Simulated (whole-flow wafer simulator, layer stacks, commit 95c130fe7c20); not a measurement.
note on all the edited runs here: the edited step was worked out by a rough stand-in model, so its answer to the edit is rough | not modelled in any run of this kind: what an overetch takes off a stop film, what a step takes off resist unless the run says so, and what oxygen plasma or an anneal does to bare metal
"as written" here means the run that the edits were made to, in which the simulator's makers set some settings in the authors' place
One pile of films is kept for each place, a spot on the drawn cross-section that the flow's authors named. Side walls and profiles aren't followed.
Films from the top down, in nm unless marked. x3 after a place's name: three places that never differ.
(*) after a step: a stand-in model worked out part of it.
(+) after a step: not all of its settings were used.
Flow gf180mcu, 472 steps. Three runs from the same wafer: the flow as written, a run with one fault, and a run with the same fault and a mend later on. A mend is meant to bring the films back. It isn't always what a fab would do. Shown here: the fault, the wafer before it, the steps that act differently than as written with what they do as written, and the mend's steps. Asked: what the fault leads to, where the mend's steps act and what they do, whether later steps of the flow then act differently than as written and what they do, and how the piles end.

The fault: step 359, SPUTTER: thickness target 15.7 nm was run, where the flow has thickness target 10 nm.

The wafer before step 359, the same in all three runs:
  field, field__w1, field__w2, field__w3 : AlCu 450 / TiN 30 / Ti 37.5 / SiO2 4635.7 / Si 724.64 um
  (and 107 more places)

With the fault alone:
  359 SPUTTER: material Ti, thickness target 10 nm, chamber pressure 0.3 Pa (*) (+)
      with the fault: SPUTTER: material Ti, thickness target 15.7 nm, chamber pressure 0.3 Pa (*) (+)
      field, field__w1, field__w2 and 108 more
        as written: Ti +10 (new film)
        with the fault: Ti +15.7 (new film)
  Later steps of the flow that act differently than as written (5 more steps differ only slightly, by at most 2% or 0.5 nm, whichever is larger, and aren't shown):
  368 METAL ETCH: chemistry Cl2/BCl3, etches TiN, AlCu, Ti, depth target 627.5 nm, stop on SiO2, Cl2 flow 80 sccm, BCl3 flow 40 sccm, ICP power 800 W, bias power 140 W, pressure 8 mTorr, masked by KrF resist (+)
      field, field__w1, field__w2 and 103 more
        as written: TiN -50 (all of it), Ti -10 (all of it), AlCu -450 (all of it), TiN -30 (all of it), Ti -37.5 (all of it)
        with the fault: TiN -50 (all of it), Ti -15.7 (all of it), AlCu -450 (all of it), TiN -30 (all of it), Ti -37.5 (all of it)
  At the end the piles differ from the flow's by more than 2% or 0.5 nm, whichever is larger, at field__w8, contact, m1, m1__w1, m1_nw.
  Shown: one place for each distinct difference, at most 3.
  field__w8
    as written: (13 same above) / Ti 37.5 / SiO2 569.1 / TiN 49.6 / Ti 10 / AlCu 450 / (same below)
    with the fault: (13 same above) / Ti 37.5 / SiO2 563.4 / TiN 49.6 / Ti 15.7 / AlCu 450 / (same below)
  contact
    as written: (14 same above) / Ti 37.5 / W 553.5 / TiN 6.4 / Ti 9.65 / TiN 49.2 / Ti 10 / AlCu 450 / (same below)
    with the fault: (14 same above) / Ti 37.5 / W 547.7 / TiN 6.43 / Ti 9.68 / TiN 49.2 / Ti 15.7 / AlCu 450 / (same below)

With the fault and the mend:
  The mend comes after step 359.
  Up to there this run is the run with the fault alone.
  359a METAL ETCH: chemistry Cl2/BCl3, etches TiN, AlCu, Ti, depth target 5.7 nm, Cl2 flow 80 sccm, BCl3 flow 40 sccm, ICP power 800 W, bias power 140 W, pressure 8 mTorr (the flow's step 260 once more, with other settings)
      field, field__w1, field__w2 and 108 more
        Ti -5.7
  No later step of the flow acts differently than as written at any place that is followed.
  At the end the piles are the same as the flow's at every place that both follow.
